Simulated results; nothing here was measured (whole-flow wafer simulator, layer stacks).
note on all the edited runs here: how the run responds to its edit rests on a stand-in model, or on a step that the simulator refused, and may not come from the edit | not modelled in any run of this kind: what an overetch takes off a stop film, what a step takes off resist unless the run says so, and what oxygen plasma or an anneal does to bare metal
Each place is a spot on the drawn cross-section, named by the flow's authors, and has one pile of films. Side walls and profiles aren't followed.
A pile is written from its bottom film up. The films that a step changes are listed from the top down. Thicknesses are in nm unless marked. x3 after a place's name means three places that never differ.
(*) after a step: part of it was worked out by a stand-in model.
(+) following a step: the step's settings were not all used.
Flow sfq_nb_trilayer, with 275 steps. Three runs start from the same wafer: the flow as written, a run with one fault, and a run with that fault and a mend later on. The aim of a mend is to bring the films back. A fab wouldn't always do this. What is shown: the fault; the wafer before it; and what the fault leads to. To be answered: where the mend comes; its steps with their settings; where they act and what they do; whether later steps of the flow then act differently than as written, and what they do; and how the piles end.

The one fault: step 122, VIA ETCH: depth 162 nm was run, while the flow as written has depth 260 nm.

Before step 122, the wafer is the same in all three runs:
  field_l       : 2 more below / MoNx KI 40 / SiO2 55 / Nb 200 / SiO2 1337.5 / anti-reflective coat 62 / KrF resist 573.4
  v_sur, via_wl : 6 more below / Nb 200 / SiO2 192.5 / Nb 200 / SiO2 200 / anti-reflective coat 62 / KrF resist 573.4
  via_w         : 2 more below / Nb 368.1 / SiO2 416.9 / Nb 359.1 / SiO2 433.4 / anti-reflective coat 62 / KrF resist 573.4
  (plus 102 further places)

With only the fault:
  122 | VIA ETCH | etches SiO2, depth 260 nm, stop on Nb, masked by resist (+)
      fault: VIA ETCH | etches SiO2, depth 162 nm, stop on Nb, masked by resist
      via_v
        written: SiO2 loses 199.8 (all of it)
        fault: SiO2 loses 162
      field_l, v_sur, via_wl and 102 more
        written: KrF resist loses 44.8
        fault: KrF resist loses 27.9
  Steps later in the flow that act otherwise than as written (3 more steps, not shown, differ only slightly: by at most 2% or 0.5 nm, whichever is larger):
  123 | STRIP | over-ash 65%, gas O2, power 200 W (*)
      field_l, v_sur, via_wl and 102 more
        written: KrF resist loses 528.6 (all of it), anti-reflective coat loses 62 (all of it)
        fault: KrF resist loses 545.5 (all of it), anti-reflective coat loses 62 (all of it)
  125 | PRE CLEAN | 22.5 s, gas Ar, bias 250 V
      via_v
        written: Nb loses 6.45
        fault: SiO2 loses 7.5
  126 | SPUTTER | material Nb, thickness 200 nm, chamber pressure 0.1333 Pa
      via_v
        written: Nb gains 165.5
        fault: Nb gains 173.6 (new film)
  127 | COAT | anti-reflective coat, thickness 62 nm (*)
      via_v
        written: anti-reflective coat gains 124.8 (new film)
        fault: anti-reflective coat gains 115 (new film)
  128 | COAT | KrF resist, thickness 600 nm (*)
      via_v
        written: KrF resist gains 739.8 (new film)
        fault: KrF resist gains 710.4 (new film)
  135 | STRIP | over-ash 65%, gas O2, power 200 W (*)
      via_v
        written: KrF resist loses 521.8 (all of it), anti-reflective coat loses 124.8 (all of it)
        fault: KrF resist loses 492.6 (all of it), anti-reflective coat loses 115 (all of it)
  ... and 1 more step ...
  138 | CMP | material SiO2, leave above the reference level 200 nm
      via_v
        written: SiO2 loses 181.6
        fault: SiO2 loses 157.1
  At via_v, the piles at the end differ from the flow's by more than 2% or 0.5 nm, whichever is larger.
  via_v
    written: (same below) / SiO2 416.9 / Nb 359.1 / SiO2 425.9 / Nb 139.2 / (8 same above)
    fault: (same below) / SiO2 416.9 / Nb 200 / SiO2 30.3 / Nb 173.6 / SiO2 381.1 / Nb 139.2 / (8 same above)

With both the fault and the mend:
  The mend stands after step 123.
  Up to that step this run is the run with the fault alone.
  123a | COAT | anti-reflective coat, thickness 62 nm (*) (a further turn of the flow's step 115)
      p4_fl x3, p4_w1 x9, p4_g1 x2 and 63 more
        anti-reflective coat gains 62 (new film)
      res, r_end, moat and 8 more
        anti-reflective coat gains 61.8 (new film)
      ce_r, sp_r, be_r, r_sur
        anti-reflective coat gains 61.7 (new film)
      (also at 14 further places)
  123b | COAT | KrF resist, thickness 650 nm (*) (a further turn of the flow's step 116)
      p4_fl x3, p4_w1 x9, p4_g1 x2 and 63 more
        KrF resist gains 650 (new film)
      moat, field_r, lsp_l, ln_m5, lsp_m, l0_sur, l0v
        KrF resist gains 649.6 (new film)
      ce_r, sp_r
        KrF resist gains 649.2 (new film)
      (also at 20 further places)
  123c | SOFTBAKE | KrF resist (a further turn of the flow's step 117)
      alters no film at any place that is followed
  123d | EXPOSE | photomask I3, dose 11.91 mJ/cm2, NA 0.6, wavelength 248 nm (*) (a further turn of the flow's step 118)
      alters no film at any place that is followed
  123e | PEB | KrF resist, 90 s (a further turn of the flow's step 119)
      c5j, ce_r, sp_r and 90 more
        KrF resist loses 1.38
      field_l, v_sur, via_wl and 7 more
        KrF resist loses 1.37
      via_wr, be
        KrF resist loses 1.36
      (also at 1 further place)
  123f | DEVELOP | KrF resist, thickness 650 nm, 60 s (a further turn of the flow's step 120)
      field_l, v_sur, via_wl and 102 more
        KrF resist loses 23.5
      via_v
        KrF resist loses 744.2 (all of it)
  123g | VIA ETCH | etches anti-reflective coat, depth 125 nm, masked by resist (+) (a further turn of the flow's step 121)
      field_l, v_sur, via_wl and 102 more
        KrF resist loses 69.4
      via_v
        anti-reflective coat loses 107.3 (all of it)
  123h | VIA ETCH | etches SiO2, depth 98 nm, stop on Nb, masked by resist (+) (a further turn of the flow's step 122, with different settings)
      field_l, v_sur, via_wl and 102 more
        KrF resist loses 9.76
      via_v
        SiO2 loses 37.8 (all of it)
  123i | STRIP | over-ash 65%, gas O2, power 200 W (*) (a further turn of the flow's step 123)
      p4_fl x3, p4_w1 x9, p4_g1 x2 and 63 more
        KrF resist loses 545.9 (all of it), anti-reflective coat loses 62 (all of it)
      moat, field_r, lsp_l and 6 more
        KrF resist loses 545.5 (all of it), anti-reflective coat loses 61.8 (all of it)
      ce_r, sp_r
        KrF resist loses 545.1 (all of it), anti-reflective coat loses 61.7 (all of it)
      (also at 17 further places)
  None of the later steps of the flow acts differently than as written at any place that is followed.
  The piles end the same as the flow's at every place that both follow.
